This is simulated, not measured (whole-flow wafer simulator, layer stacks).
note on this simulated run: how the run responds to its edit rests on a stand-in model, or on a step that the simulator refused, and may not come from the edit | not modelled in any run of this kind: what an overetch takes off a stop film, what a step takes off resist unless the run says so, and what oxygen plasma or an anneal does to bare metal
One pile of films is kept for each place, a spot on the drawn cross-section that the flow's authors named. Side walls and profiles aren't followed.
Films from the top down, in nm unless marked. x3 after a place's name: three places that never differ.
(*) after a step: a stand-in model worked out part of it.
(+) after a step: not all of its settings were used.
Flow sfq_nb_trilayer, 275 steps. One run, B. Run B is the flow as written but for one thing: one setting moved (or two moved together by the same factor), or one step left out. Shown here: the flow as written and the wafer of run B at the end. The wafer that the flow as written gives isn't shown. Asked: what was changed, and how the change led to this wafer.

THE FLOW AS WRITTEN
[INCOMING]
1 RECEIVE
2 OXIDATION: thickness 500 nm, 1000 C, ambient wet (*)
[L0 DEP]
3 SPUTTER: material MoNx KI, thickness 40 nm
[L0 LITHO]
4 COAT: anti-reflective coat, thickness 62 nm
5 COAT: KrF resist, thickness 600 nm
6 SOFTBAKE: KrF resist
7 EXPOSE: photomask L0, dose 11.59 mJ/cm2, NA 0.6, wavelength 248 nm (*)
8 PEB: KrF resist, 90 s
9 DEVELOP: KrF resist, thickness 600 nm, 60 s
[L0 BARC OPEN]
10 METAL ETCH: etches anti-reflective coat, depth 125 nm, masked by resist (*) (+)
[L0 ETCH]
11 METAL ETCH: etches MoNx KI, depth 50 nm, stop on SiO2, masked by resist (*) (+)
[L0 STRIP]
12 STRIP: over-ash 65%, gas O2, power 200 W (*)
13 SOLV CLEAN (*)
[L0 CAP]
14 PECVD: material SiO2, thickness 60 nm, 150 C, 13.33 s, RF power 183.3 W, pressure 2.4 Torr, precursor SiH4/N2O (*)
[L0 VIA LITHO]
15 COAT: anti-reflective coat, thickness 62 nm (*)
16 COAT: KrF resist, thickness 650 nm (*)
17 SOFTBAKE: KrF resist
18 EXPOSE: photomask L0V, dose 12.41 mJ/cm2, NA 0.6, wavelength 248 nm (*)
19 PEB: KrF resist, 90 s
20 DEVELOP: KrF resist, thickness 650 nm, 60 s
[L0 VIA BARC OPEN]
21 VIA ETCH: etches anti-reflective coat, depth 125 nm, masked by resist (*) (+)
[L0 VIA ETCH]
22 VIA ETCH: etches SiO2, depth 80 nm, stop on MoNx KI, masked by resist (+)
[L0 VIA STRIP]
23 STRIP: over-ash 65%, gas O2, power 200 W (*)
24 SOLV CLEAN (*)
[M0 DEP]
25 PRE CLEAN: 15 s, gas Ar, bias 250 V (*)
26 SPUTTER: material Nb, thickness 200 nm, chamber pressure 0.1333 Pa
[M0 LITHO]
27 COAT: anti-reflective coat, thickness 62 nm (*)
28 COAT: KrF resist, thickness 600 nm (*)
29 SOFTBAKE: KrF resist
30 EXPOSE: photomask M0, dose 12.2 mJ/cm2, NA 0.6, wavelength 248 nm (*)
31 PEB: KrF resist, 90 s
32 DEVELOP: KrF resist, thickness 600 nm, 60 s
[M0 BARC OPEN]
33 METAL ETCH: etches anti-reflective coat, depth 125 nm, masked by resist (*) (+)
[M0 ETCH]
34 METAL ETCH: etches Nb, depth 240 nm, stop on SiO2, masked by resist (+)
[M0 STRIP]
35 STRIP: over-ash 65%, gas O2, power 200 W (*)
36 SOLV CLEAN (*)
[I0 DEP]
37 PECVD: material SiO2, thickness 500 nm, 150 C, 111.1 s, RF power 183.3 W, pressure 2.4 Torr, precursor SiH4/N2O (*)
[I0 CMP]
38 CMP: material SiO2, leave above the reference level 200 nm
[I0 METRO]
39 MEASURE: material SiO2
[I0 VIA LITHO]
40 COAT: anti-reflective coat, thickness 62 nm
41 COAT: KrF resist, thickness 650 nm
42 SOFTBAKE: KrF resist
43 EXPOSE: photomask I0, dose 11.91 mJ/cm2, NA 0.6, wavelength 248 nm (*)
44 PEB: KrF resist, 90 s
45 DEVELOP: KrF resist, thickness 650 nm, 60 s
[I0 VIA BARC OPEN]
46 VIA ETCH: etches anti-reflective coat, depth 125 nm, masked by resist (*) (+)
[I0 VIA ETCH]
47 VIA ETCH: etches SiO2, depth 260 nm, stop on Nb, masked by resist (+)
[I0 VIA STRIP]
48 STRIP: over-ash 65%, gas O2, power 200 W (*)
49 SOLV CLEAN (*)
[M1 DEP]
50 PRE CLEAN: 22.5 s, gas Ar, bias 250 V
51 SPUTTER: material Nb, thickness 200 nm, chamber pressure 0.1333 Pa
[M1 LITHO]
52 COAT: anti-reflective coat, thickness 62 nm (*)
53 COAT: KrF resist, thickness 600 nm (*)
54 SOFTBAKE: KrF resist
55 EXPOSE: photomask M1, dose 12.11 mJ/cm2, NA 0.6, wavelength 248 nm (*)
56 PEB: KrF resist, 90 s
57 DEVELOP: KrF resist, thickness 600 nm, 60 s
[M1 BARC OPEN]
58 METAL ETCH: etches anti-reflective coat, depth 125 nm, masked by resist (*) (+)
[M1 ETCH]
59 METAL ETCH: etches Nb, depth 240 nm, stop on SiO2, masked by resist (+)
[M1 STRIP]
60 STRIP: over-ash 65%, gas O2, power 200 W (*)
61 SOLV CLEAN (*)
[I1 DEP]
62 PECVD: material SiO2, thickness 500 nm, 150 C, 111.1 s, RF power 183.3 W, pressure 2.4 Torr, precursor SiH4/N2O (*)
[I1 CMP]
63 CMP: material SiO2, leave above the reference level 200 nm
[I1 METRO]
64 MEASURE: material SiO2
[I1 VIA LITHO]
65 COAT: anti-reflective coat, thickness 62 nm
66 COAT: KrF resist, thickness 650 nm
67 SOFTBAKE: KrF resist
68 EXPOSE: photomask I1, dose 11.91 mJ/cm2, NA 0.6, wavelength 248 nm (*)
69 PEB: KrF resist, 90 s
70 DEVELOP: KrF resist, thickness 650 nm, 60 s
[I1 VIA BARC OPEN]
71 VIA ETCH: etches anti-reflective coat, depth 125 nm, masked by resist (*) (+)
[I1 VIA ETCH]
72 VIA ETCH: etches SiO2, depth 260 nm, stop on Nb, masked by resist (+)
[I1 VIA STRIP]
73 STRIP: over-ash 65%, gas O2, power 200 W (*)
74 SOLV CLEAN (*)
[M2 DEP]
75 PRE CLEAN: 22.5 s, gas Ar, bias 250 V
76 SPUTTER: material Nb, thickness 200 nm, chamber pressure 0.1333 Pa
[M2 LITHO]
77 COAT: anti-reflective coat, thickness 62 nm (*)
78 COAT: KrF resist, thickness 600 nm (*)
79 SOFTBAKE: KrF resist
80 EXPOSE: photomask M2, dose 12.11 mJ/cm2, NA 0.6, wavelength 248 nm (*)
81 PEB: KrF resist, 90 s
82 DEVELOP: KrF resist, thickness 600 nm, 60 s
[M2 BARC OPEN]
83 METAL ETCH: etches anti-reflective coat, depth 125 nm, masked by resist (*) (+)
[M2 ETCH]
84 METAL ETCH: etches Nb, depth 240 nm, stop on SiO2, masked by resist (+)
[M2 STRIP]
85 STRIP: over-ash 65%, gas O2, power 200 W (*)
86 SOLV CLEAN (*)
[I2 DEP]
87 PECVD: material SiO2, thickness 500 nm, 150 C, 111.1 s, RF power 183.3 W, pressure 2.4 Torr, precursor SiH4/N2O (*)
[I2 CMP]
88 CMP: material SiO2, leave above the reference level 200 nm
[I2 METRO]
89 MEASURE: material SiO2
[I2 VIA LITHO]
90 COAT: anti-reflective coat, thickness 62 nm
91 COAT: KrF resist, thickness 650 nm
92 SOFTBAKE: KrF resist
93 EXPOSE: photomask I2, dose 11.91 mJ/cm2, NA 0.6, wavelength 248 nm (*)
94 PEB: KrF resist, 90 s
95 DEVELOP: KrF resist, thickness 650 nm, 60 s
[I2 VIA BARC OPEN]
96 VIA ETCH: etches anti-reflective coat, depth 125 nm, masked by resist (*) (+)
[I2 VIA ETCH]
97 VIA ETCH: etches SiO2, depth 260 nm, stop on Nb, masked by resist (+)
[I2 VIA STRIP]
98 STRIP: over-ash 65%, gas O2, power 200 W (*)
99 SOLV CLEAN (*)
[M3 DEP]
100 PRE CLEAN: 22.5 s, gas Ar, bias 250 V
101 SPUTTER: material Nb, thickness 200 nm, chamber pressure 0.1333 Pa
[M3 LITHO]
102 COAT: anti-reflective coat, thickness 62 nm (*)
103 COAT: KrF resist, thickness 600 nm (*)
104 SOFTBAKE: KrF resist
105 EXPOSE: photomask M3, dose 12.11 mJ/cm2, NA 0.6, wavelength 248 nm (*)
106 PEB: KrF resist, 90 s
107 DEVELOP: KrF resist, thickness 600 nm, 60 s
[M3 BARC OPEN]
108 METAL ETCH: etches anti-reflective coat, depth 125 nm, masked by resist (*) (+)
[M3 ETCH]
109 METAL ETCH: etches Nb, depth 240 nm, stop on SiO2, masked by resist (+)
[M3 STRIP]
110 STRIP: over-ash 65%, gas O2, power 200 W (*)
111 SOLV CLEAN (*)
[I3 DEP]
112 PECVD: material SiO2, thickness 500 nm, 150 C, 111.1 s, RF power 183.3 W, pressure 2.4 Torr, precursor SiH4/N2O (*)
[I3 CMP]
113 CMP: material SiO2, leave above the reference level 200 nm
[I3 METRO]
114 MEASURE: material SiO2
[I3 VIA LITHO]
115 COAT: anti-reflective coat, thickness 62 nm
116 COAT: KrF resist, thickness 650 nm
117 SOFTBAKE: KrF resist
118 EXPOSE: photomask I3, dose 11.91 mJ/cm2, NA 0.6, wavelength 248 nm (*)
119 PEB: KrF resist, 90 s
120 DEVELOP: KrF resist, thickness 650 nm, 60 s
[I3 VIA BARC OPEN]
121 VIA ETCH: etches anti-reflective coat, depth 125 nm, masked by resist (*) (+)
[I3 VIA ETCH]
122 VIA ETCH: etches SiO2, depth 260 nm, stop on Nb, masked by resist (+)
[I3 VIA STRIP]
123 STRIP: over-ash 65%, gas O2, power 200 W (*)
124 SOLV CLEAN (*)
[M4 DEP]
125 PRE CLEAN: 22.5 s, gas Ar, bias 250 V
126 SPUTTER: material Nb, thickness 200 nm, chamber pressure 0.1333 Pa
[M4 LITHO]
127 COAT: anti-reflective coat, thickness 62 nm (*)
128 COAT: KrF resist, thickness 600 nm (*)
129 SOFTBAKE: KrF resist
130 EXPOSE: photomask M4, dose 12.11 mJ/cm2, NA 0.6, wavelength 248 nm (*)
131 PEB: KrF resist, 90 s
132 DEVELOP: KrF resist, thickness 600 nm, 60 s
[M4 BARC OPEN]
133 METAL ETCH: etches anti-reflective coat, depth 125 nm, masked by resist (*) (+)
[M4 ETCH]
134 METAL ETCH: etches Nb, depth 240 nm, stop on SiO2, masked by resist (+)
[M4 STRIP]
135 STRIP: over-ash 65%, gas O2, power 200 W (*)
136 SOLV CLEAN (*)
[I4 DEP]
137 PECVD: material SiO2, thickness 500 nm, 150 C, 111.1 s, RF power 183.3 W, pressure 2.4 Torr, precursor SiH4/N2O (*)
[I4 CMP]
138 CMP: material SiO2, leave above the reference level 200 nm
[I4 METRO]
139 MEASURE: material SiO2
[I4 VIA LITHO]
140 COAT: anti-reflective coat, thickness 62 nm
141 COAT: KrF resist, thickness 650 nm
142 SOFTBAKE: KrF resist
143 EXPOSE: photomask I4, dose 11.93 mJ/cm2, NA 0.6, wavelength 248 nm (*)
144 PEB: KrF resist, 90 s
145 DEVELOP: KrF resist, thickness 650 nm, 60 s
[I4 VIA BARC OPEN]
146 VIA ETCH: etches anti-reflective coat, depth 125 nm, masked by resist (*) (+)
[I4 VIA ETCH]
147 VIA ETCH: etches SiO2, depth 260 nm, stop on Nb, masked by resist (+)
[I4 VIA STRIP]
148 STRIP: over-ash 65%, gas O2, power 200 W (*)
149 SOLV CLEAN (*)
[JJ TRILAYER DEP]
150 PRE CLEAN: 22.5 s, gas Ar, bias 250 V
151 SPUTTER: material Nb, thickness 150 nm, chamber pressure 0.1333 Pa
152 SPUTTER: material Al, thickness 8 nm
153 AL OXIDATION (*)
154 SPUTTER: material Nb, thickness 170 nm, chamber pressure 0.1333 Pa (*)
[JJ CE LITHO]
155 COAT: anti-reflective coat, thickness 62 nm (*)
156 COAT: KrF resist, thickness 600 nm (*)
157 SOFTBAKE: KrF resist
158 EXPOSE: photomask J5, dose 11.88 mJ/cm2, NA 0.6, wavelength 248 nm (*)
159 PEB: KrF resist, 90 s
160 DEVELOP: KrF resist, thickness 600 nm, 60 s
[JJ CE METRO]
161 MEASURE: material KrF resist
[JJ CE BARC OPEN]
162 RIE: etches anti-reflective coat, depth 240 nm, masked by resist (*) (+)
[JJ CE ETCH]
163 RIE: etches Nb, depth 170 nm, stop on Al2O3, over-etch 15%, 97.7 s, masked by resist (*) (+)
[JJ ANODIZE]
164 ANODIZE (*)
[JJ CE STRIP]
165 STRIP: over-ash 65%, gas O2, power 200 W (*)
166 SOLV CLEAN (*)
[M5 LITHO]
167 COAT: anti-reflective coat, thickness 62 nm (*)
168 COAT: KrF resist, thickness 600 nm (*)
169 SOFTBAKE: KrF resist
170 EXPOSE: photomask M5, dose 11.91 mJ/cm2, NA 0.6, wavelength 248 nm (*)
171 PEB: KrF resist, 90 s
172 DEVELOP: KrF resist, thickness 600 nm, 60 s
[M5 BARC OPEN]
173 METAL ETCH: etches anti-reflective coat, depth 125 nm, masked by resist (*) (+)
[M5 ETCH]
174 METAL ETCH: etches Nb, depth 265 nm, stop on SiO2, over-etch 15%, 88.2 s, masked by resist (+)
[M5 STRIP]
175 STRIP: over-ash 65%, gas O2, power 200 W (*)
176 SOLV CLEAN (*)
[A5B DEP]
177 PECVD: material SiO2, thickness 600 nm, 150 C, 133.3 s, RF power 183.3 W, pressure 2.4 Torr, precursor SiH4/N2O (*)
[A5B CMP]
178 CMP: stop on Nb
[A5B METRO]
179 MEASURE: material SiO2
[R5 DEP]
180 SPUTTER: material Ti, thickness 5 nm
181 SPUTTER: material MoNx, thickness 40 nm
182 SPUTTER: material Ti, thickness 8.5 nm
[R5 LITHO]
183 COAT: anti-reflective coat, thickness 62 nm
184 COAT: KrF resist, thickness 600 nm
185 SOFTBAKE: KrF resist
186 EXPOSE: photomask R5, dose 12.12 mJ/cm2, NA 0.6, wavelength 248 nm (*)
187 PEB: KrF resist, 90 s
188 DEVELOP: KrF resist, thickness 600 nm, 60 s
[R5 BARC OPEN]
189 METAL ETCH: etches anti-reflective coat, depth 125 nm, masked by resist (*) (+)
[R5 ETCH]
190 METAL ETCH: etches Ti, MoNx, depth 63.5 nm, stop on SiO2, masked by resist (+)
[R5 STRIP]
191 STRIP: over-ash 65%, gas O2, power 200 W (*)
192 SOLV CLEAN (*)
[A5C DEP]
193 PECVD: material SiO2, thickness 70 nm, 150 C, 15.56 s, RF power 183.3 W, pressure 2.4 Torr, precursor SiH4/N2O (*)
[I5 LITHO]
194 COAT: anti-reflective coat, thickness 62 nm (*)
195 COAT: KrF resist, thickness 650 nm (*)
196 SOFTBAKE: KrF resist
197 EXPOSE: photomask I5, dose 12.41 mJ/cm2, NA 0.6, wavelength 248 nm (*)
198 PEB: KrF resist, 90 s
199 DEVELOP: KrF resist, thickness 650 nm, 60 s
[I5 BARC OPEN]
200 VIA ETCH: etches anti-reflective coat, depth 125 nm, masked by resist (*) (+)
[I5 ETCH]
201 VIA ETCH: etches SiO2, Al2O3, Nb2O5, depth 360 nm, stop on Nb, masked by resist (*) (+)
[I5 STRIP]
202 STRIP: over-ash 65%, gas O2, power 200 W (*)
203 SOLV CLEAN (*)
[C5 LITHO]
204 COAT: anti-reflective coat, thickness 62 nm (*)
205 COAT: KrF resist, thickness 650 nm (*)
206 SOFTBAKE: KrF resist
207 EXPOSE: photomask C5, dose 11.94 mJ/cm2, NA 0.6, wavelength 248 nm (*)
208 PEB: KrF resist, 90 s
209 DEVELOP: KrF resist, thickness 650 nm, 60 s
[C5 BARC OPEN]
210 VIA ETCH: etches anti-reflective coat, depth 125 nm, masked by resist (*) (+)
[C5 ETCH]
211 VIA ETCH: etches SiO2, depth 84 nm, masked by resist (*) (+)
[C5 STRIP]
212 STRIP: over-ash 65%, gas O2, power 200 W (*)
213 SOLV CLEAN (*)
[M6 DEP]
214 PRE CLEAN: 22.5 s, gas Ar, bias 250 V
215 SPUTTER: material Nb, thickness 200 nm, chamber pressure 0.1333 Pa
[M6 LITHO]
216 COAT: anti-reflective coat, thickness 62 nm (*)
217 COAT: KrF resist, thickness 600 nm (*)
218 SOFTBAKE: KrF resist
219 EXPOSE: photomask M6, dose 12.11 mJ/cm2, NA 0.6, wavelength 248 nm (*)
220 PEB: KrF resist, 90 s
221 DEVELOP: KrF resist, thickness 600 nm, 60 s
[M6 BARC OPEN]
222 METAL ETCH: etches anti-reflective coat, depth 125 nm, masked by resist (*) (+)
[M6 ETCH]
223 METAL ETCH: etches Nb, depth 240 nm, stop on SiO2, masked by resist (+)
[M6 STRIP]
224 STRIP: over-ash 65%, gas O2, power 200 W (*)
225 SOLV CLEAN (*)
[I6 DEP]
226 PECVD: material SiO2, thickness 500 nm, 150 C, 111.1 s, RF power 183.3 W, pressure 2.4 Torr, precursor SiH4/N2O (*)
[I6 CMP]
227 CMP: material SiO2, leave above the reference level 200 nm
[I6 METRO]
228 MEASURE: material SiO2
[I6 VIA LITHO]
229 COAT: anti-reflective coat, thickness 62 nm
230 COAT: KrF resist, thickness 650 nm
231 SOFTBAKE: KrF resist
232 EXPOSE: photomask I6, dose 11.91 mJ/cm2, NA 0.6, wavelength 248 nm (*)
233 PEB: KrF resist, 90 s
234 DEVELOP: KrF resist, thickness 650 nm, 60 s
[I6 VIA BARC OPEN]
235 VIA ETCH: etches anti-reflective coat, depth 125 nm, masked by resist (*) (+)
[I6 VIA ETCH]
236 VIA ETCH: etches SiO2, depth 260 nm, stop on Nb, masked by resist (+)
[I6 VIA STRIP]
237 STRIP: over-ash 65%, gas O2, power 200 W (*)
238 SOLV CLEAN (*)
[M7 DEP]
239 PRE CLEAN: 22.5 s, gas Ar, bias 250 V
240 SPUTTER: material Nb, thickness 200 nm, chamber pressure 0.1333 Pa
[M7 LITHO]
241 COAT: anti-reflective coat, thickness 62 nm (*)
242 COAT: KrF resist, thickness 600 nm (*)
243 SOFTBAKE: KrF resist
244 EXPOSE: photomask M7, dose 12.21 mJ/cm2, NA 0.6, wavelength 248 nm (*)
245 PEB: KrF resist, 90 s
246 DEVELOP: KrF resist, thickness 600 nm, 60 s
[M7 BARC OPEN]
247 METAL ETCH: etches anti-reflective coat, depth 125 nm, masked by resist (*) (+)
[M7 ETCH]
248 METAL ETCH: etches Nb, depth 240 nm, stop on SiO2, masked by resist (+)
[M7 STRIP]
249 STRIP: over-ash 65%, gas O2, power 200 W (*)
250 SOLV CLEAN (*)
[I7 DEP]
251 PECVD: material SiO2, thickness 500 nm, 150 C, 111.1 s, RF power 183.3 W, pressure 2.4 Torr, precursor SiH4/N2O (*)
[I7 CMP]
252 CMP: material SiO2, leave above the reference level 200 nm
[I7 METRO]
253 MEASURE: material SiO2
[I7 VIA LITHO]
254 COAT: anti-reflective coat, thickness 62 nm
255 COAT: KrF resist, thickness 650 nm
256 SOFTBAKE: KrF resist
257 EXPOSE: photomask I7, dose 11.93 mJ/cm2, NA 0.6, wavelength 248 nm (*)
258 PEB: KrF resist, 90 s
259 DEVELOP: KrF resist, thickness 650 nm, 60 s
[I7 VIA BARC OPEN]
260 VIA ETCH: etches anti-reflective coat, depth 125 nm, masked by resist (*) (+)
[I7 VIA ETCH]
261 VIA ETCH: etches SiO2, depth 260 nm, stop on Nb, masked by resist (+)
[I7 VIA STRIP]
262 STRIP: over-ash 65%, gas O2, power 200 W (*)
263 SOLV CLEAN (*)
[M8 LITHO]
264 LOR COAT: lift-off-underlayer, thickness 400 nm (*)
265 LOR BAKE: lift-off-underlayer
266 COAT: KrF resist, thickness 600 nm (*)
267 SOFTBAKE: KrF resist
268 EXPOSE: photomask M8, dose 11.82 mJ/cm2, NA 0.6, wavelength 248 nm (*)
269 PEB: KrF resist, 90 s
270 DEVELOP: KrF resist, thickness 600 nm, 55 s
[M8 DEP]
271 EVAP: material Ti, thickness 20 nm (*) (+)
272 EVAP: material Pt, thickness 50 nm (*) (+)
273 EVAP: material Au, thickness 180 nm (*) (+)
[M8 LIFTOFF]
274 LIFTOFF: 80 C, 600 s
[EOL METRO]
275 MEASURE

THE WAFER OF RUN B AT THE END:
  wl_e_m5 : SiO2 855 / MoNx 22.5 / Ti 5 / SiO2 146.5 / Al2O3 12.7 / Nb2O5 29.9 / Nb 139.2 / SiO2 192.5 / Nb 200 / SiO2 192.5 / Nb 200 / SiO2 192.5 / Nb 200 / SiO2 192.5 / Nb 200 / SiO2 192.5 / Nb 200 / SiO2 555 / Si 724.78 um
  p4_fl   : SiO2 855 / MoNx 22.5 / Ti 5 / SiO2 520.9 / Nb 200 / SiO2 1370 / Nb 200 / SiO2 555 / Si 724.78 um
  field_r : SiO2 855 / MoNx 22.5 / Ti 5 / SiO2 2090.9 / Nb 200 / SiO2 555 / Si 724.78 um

The cause: step 190, METAL ETCH: depth 26 nm was run, where the flow has depth 63.5 nm.

How the change led to this, step by step:
  190 METAL ETCH: etches Ti, MoNx, depth 63.5 nm, stop on SiO2, masked by resist (+)
      field_l, v_sur, via_wl and 92 more: Ti -8.5 (all of it), MoNx -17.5 (as written it would be: Ti -8.5 (all of it), MoNx -40 (all of it), Ti -5 (all of it))
      ce_l, c5j, ce_r, wl_jj: Ti -8.5 (all of it), MoNx -17.5 (as written it would be: Ti -8.5 (all of it), MoNx -40 (all of it), Ti -5 (all of it), Nb -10)
      (and at 7 more places)
  191 STRIP: over-ash 65%, gas O2, power 200 W (*)
      be_r, r_sur, res, r_end, r5r_line_l, r5r_line_c, r5r_line_r: KrF resist -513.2 (all of it), anti-reflective coat -62 (all of it) (as written it would be: KrF resist -498.2 (all of it), anti-reflective coat -62 (all of it))
  193 PECVD: material SiO2, thickness 70 nm, 150 C, 15.56 s, RF power 183.3 W, pressure 2.4 Torr, precursor SiH4/N2O (*)
      field_l, v_sur, via_wl and 92 more: SiO2 +70 (new film) (as written it would be: SiO2 +70)
  194 COAT: anti-reflective coat, thickness 62 nm (*)
      wl_j_sl, wl_j_sr: anti-reflective coat +62 (new film) (as written it would be: anti-reflective coat +60.2 (new film))
      r5r_spacepad_l, r5r_spacepad_r: anti-reflective coat +72.6 (new film) (as written it would be: anti-reflective coat +84.4 (new film))
      (and at 15 more places)
  195 COAT: KrF resist, thickness 650 nm (*)
      be_r: KrF resist +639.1 (new film) (as written it would be: KrF resist +626.3 (new film))
  201 VIA ETCH: etches SiO2, Al2O3, Nb2O5, depth 360 nm, stop on Nb, masked by resist (*) (+)
      be: SiO2 -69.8 (all of it), MoNx -22.5 (all of it), Ti -5 (all of it), SiO2 -146.5 (all of it), Al2O3 -12.7 (all of it), Nb2O5 -29.9 (all of it) (as written it would be: SiO2 -216.4 (all of it), Al2O3 -12.7 (all of it), Nb2O5 -29.9 (all of it))
  202 STRIP: over-ash 65%, gas O2, power 200 W (*)
      wl_j_sl, wl_j_sr: KrF resist -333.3 (all of it), anti-reflective coat -62 (all of it) (as written it would be: KrF resist -333.3 (all of it), anti-reflective coat -60.2 (all of it))
      r5r_spacepad_l, r5r_spacepad_r: KrF resist -334.4 (all of it), anti-reflective coat -72.6 (all of it) (as written it would be: KrF resist -335.6 (all of it), anti-reflective coat -84.4 (all of it))
      (and at 15 more places)
  204 COAT: anti-reflective coat, thickness 62 nm (*)
      wl_j_sl, wl_j_sr: anti-reflective coat +62 (new film) (as written it would be: anti-reflective coat +60.2 (new film))
      r5r_spacepad_l, r5r_spacepad_r: anti-reflective coat +72.6 (new film) (as written it would be: anti-reflective coat +84.4 (new film))
      (and at 17 more places)
  205 COAT: KrF resist, thickness 650 nm (*)
      be: KrF resist +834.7 (new film) (as written it would be: KrF resist +815.3 (new film))
  210 VIA ETCH: etches anti-reflective coat, depth 125 nm, masked by resist (*) (+)
      field_l, v_sur, via_wl and 101 more: KrF resist -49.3 (as written it would be: KrF resist -47.4)
      c5j: anti-reflective coat -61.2 (all of it), SiO2 -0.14 (as written it would be: anti-reflective coat -63.9 (all of it), SiO2 -0.11)
      (and at 1 more place)
  211 VIA ETCH: etches SiO2, depth 84 nm, masked by resist (*) (+)
      c5j: SiO2 -69.9 (all of it) (as written it would be: SiO2 -69.9 (all of it), Nb -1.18)
  212 STRIP: over-ash 65%, gas O2, power 200 W (*)
      wl_j_sl, wl_j_sr: KrF resist -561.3 (all of it), anti-reflective coat -62 (all of it) (as written it would be: KrF resist -563.4 (all of it), anti-reflective coat -60.2 (all of it))
      r5r_spacepad_l, r5r_spacepad_r: KrF resist -562.5 (all of it), anti-reflective coat -72.6 (all of it) (as written it would be: KrF resist -565.8 (all of it), anti-reflective coat -84.4 (all of it))
      (and at 15 more places)
  214 PRE CLEAN: 22.5 s, gas Ar, bias 250 V
      c5j: MoNx -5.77 (as written it would be: Nb -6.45)
  215 SPUTTER: material Nb, thickness 200 nm, chamber pressure 0.1333 Pa
      c5j: Nb +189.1 (new film) (as written it would be: Nb +188.4)
      be: Nb +141.2 (as written it would be: Nb +147.3)
  216 COAT: anti-reflective coat, thickness 62 nm (*)
      r5r_line_l, r5r_line_c, r5r_line_r: anti-reflective coat +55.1 (new film) (as written it would be: anti-reflective coat +50 (new film))
      wl_j_sl, wl_j_sr: anti-reflective coat +62 (new film) (as written it would be: anti-reflective coat +60.2 (new film))
      (and at 16 more places)
  217 COAT: KrF resist, thickness 600 nm (*)
      be: KrF resist +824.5 (new film) (as written it would be: KrF resist +793.9 (new film))
      be_r: KrF resist +583.1 (new film) (as written it would be: KrF resist +570.3 (new film))
      (and at 2 more places)
  ... 3 more steps ...
  227 CMP: material SiO2, leave above the reference level 200 nm
      ce_l, ce_r, wl_jj: SiO2 -300 (as written it would be: SiO2 -290)
      be_r, r_sur, r_end: SiO2 -326 (as written it would be: SiO2 -353.5)
      (and at 7 more places)
Counting metal films that touch as one body, wl_e_m5 has 7 bodies (between them, from the top down: SiO2 146.5 / Al2O3 12.7 / Nb2O5 29.9; SiO2 192.5; SiO2 192.5; SiO2 192.5; SiO2 192.5; SiO2 192.5); the flow as written gives 6 bodies (between them, from the top down: SiO2 192.5; SiO2 192.5; SiO2 192.5; SiO2 192.5; SiO2 192.5).
Counting metal films that touch as one body, p4_fl has 3 bodies (between them, from the top down: SiO2 520.9; SiO2 1370); the flow as written gives 2 bodies (between them, from the top down: SiO2 1370).
Counting metal films that touch as one body, field_r has 2 bodies (between them, from the top down: SiO2 2090.9); the flow as written gives 1 body.
